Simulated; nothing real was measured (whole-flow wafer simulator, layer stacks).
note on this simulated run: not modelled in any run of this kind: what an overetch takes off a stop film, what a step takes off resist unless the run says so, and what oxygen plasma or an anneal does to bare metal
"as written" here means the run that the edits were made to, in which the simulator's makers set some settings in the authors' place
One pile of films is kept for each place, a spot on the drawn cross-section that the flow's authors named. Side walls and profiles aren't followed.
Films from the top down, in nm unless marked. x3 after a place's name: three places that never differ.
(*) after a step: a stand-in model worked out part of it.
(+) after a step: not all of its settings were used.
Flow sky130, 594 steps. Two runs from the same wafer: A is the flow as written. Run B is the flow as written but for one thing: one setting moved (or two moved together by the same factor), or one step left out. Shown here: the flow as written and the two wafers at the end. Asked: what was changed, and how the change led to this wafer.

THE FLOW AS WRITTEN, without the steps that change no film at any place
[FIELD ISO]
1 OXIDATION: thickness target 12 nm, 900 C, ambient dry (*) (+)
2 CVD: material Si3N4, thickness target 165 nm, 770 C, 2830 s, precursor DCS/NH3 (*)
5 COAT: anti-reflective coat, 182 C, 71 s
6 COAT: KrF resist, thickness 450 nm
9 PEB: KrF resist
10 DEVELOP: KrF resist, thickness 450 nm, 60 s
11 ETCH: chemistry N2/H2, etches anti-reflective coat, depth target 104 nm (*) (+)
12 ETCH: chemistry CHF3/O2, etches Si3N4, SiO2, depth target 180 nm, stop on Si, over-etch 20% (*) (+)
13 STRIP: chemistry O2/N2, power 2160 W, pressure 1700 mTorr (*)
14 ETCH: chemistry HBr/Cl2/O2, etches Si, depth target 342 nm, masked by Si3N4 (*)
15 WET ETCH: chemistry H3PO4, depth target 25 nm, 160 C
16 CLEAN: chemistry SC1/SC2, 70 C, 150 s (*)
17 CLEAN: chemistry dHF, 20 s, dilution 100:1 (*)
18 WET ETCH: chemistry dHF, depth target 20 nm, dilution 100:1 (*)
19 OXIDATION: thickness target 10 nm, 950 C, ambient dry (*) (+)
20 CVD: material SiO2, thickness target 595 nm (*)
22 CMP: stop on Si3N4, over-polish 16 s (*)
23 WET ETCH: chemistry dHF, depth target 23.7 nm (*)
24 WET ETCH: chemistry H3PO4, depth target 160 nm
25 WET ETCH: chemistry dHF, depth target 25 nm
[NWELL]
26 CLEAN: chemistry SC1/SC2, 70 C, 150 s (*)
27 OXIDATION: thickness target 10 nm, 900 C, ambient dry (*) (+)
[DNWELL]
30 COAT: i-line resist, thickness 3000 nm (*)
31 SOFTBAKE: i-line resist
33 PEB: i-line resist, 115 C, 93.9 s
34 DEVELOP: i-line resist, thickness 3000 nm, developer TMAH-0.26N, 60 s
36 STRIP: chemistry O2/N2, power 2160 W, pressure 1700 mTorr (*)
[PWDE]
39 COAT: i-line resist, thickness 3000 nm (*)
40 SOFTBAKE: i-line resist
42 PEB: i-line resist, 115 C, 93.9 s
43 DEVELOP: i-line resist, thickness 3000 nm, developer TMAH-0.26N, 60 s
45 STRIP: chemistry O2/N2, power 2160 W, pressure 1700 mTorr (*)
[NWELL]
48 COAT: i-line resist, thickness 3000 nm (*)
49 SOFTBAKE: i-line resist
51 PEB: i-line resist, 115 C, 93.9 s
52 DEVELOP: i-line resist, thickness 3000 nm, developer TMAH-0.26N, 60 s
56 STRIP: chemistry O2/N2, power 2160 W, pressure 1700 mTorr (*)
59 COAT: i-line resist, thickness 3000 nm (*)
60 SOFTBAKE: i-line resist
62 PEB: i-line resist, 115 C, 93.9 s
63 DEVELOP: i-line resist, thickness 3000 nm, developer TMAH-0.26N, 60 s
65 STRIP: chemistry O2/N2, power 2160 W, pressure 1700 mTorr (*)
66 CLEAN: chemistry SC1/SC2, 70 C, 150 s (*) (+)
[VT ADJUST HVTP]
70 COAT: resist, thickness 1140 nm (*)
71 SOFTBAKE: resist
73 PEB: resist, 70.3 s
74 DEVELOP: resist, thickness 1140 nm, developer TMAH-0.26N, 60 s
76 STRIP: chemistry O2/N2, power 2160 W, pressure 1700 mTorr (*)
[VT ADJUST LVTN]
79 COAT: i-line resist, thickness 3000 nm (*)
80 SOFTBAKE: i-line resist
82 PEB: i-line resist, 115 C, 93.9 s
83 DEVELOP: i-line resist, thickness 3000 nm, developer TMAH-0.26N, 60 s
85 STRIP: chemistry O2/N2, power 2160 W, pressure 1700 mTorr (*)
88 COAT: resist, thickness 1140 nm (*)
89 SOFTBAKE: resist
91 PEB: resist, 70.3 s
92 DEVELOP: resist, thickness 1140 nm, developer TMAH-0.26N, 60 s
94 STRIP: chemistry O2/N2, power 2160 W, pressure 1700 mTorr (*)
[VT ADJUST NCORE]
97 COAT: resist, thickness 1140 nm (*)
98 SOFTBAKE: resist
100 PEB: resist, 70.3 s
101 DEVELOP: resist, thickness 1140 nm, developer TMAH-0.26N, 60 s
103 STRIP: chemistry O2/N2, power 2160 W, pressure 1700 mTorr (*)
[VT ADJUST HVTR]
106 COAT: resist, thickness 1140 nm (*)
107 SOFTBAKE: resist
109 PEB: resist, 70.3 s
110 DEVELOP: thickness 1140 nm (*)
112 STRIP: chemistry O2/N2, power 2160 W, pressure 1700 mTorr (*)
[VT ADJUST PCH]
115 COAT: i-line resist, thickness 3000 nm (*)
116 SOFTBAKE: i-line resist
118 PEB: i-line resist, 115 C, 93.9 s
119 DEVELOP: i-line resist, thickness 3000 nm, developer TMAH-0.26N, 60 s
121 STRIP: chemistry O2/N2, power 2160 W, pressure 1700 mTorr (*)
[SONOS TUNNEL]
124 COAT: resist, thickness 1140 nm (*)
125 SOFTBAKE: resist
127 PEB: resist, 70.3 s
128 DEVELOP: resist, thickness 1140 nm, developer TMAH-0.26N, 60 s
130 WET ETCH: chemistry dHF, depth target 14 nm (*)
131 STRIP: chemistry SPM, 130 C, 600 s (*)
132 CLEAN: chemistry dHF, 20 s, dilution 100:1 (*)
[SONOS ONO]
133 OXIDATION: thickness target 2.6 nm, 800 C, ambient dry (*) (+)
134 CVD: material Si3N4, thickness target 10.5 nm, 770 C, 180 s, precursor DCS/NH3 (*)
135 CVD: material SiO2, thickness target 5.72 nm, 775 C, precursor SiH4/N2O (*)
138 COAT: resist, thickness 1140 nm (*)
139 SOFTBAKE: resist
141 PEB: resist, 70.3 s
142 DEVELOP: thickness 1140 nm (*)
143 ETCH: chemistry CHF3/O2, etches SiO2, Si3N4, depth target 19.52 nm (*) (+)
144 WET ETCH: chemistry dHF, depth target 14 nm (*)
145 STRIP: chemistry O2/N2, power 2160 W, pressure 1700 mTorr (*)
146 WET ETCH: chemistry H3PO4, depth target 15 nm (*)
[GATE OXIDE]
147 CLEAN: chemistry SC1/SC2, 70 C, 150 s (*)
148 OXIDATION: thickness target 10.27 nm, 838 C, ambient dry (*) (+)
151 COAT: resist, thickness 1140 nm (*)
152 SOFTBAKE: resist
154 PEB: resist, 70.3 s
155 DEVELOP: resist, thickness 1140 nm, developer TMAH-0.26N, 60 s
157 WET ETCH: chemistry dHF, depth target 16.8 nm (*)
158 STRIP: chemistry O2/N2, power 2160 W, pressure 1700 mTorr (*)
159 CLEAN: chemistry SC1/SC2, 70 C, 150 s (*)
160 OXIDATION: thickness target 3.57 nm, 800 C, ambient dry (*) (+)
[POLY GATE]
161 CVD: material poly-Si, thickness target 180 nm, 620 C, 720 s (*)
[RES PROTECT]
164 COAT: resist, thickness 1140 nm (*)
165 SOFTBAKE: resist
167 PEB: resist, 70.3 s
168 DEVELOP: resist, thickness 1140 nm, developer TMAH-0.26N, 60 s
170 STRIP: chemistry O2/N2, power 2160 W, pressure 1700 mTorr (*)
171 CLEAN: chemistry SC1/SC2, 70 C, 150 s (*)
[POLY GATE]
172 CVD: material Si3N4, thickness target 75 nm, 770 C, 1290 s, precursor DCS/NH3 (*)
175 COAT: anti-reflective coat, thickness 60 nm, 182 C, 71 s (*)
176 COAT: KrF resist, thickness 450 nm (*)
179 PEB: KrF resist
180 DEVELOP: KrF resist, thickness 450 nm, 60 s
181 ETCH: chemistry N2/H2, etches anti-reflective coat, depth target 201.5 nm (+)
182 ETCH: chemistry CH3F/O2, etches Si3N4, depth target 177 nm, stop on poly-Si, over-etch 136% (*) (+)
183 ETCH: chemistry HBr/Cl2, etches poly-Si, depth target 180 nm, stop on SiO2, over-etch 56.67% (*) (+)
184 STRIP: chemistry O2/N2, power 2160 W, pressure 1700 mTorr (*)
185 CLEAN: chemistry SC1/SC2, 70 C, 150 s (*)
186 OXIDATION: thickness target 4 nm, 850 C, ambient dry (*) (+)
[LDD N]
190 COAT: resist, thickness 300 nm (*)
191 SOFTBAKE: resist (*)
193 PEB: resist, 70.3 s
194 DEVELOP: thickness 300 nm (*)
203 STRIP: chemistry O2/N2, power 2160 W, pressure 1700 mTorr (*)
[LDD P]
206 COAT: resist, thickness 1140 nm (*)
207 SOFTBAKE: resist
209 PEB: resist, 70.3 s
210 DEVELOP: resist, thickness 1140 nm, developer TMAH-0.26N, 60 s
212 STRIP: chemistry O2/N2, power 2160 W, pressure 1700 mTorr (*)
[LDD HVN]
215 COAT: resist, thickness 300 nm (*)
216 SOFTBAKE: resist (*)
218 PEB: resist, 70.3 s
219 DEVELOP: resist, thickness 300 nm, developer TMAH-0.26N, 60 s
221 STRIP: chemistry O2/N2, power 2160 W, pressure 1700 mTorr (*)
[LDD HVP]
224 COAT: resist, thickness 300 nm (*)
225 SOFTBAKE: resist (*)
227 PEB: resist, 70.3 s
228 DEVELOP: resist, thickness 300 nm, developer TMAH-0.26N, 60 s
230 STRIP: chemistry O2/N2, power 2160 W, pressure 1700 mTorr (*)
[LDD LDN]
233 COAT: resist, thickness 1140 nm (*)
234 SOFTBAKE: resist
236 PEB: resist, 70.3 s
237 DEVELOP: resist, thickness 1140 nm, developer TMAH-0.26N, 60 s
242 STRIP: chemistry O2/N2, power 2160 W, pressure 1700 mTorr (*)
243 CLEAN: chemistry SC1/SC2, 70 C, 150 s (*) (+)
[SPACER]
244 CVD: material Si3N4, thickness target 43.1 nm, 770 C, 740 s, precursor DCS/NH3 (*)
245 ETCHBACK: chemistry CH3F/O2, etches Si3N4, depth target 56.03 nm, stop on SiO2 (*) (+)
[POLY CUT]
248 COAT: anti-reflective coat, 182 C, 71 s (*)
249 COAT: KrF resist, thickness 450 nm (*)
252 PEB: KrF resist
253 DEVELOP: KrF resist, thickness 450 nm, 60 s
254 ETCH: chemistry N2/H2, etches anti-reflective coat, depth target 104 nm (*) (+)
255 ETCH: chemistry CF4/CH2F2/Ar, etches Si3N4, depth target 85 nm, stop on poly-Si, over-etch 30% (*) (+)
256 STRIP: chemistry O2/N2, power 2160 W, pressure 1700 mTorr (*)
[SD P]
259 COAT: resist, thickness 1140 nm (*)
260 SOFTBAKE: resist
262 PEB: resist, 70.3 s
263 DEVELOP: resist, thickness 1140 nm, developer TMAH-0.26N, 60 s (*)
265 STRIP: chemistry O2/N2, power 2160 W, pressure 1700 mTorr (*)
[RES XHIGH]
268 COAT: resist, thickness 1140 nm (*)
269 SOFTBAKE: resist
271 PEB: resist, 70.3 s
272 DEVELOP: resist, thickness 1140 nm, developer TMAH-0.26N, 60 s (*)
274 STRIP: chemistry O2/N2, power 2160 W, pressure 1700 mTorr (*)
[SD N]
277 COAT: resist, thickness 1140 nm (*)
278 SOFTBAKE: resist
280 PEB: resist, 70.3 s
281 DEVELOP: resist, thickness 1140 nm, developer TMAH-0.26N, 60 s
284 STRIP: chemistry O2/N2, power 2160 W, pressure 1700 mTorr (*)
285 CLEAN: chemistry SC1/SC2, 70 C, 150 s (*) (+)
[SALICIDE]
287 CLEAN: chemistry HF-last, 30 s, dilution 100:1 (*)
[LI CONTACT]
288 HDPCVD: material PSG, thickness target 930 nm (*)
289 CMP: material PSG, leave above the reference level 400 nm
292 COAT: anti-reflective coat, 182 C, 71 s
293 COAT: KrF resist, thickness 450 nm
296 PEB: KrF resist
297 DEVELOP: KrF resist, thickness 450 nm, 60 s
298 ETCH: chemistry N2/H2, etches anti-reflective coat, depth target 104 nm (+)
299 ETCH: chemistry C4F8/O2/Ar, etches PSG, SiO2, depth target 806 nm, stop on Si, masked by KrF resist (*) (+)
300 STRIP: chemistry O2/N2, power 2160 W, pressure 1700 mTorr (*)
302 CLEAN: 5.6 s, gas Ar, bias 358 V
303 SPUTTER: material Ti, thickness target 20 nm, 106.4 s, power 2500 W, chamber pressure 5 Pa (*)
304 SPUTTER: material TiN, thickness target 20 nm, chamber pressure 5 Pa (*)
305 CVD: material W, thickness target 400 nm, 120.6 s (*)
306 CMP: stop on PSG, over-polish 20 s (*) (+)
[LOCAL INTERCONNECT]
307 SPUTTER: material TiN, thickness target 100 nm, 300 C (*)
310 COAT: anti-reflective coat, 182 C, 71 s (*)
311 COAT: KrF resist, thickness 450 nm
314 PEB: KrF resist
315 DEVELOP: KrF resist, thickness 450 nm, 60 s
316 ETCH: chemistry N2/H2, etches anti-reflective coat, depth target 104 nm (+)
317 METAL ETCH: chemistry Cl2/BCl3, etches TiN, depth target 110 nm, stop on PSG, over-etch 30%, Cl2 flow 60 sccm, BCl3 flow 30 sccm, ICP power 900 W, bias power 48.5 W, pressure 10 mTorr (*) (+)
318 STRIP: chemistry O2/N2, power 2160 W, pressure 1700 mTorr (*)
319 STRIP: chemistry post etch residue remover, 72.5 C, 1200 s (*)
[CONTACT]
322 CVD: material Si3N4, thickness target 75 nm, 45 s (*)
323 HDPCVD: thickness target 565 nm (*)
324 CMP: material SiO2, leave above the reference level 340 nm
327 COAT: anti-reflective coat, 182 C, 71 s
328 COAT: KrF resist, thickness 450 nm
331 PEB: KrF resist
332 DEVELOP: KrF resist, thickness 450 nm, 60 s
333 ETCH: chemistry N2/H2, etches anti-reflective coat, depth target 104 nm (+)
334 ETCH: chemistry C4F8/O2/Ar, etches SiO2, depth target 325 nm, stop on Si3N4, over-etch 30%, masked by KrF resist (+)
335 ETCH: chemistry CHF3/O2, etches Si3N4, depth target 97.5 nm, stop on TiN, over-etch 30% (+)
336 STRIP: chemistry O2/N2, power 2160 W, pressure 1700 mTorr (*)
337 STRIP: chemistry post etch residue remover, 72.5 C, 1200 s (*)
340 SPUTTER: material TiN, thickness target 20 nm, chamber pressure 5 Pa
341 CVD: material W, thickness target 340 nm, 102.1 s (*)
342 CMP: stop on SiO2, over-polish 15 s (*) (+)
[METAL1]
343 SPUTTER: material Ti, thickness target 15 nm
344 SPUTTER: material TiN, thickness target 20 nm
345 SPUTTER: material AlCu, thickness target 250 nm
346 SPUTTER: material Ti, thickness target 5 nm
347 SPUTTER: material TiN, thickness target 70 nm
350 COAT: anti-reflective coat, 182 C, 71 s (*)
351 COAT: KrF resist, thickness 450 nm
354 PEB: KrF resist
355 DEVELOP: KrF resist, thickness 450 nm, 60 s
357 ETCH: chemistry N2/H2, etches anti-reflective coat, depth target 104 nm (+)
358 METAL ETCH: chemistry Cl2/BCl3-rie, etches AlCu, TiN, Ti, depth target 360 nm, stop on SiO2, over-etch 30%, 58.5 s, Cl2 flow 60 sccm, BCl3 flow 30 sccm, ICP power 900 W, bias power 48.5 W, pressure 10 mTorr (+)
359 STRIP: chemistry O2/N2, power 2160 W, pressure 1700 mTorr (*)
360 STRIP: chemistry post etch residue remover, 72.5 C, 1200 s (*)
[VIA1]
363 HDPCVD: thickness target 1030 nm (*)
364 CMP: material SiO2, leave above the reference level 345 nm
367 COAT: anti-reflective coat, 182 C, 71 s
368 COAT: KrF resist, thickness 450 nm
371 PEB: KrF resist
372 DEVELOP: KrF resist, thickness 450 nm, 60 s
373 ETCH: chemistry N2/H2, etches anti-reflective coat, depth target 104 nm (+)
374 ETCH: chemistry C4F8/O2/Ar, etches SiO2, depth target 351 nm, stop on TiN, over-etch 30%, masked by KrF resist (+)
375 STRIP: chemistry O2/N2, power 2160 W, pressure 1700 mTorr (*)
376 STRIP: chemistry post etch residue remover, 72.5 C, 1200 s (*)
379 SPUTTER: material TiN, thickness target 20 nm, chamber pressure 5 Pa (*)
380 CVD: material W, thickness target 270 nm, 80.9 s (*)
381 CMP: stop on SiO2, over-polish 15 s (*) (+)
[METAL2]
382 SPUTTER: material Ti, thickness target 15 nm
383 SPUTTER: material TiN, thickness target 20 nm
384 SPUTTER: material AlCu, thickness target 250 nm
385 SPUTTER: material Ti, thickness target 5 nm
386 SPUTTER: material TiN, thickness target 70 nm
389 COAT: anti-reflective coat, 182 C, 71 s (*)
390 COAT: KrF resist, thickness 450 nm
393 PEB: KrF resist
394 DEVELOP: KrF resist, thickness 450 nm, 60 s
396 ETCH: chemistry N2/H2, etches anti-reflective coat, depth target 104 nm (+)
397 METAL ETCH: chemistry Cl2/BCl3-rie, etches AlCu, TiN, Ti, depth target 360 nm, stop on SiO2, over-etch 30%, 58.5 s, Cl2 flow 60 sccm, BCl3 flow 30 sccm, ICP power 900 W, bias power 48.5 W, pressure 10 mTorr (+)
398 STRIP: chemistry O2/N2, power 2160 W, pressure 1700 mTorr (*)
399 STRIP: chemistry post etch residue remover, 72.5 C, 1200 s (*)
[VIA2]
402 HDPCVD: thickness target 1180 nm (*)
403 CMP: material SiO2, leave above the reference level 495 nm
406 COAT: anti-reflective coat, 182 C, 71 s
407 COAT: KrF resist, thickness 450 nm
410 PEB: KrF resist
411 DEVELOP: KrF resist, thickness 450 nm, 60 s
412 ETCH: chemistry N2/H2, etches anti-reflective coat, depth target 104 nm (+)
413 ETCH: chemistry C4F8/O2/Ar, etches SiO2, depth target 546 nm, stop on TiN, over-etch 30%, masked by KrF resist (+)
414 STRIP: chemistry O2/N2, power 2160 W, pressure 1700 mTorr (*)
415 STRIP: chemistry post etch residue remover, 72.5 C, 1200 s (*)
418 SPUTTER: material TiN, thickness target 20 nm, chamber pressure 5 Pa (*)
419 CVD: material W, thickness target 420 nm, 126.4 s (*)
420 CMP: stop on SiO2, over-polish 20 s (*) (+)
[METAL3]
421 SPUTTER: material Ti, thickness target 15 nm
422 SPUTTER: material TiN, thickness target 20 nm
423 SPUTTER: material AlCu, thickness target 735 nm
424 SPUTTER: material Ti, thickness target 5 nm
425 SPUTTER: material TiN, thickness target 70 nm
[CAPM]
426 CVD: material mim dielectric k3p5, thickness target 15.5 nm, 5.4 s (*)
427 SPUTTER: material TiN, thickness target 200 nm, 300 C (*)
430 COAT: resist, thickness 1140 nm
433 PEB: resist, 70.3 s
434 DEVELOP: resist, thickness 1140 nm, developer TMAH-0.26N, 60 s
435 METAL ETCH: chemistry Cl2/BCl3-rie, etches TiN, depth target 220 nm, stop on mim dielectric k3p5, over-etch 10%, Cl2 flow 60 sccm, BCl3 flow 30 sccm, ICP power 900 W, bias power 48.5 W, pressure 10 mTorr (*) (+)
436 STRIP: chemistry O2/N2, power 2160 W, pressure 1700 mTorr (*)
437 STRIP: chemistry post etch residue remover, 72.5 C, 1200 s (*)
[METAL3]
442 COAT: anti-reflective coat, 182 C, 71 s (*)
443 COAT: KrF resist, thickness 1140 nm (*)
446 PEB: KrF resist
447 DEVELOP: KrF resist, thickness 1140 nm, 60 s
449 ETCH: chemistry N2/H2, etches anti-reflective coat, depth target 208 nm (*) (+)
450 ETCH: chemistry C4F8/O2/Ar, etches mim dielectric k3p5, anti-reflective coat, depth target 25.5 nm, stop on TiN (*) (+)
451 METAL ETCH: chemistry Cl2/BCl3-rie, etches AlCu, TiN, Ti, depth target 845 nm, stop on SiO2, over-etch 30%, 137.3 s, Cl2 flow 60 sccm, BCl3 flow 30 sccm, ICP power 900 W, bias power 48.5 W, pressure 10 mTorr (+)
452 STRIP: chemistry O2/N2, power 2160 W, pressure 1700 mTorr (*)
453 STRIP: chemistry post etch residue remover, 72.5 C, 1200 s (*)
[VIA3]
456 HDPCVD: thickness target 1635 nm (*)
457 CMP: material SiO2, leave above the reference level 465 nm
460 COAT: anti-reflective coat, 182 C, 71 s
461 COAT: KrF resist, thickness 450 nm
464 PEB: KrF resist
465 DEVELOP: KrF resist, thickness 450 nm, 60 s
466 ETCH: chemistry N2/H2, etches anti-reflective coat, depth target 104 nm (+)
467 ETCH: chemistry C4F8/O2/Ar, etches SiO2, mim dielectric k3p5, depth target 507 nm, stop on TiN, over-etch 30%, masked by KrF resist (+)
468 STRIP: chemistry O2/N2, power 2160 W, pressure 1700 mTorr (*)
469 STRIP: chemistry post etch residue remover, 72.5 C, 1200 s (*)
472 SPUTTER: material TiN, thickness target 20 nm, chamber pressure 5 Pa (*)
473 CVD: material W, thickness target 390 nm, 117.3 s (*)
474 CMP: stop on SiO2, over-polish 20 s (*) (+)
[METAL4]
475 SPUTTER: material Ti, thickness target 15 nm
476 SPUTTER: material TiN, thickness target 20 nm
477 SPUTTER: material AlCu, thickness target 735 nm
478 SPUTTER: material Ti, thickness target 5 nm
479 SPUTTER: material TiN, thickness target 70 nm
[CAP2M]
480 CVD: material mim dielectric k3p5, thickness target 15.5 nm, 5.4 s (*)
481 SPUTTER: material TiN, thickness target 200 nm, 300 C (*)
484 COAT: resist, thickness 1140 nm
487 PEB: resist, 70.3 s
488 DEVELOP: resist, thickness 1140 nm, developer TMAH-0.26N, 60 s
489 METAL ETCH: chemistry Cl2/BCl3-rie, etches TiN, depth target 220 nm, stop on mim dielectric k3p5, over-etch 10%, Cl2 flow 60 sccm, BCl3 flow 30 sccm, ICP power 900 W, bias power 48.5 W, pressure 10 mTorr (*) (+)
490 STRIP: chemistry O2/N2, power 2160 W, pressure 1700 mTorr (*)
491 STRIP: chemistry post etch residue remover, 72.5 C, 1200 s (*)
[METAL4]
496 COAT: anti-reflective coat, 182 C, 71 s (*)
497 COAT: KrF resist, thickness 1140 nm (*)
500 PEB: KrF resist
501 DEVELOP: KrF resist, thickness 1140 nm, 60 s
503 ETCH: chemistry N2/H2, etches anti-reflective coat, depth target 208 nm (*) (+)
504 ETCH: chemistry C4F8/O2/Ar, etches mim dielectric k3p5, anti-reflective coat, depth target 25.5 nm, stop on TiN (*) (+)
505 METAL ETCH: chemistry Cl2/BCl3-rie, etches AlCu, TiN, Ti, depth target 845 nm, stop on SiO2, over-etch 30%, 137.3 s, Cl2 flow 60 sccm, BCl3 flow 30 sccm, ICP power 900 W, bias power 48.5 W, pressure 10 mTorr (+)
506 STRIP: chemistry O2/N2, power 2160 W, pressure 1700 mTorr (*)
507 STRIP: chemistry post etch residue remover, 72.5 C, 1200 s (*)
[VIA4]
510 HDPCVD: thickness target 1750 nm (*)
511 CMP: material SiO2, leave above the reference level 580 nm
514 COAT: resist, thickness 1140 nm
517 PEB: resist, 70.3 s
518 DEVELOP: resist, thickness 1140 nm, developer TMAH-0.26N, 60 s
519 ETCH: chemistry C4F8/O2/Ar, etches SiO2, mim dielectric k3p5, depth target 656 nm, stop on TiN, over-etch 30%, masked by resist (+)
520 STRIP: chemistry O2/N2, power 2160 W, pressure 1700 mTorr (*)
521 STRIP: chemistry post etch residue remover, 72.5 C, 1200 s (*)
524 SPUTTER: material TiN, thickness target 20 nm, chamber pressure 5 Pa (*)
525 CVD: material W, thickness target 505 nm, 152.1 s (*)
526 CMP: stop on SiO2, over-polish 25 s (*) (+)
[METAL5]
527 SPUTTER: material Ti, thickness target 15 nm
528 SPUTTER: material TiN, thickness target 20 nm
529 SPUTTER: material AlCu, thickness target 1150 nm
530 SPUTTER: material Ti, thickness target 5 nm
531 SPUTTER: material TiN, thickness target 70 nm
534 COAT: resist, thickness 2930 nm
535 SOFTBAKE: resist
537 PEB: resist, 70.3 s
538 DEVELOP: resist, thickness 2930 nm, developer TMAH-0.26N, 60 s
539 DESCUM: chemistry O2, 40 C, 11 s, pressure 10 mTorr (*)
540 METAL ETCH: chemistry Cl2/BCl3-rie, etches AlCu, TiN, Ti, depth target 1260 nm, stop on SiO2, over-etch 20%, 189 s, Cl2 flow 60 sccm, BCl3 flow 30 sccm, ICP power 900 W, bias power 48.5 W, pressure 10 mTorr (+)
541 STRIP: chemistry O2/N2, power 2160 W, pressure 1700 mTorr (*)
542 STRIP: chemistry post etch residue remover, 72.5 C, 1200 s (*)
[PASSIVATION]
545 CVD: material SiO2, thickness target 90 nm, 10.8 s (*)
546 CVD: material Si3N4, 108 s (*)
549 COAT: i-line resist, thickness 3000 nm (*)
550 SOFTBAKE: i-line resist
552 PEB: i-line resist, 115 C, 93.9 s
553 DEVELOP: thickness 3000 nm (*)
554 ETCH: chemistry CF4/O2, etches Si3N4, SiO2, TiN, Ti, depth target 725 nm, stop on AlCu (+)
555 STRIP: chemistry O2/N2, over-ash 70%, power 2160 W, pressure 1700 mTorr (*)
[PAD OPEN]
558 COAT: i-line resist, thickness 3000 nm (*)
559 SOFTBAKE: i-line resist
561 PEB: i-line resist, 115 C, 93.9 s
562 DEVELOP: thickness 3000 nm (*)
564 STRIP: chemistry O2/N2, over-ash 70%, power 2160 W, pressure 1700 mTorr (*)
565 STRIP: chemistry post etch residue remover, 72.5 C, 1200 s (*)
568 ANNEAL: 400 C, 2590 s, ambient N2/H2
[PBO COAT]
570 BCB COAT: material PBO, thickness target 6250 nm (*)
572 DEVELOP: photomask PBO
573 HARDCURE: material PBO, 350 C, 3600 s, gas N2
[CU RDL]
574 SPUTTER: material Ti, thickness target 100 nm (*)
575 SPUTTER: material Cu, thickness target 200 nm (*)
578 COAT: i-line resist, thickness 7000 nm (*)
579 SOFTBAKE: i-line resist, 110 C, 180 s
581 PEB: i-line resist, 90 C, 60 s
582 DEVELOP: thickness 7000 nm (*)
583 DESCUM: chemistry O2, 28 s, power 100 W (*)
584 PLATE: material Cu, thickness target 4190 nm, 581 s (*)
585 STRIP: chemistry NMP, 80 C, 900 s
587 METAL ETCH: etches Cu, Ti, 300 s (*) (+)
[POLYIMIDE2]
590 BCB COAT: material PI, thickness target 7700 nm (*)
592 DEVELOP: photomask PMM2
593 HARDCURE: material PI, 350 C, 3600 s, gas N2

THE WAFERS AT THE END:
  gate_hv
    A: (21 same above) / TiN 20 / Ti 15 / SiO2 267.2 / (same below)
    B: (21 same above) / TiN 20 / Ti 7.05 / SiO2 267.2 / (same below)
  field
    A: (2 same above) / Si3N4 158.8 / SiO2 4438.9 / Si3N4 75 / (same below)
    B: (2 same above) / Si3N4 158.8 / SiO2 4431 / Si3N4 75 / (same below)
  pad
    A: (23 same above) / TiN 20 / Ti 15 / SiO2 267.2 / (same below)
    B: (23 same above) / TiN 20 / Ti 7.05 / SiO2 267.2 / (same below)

The cause: step 382, SPUTTER: thickness target 7.05 nm was run, where the flow has thickness target 15 nm.
It can be read off the wafer: gate_hv has Ti 7.05, and step 382 as written asks for 15 nm.

How the change led to this, step by step:
  382 SPUTTER: material Ti, thickness target 15 nm
      field, active, n_well and 188 more: A Ti +15 (new film) | B Ti +7.05 (new film)
  397 METAL ETCH: chemistry Cl2/BCl3-rie, etches AlCu, TiN, Ti, depth target 360 nm, stop on SiO2, over-etch 30%, 58.5 s, Cl2 flow 60 sccm, BCl3 flow 30 sccm, ICP power 900 W, bias power 48.5 W, pressure 10 mTorr (+)
      field, active, gate and 82 more: A TiN -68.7 (all of it), Ti -5 (all of it), AlCu -250 (all of it), TiN -20 (all of it), Ti -15 (all of it), SiO2 -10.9 | B TiN -68.7 (all of it), Ti -5 (all of it), AlCu -250 (all of it), TiN -20 (all of it), Ti -7.05 (all of it), SiO2 -11.7
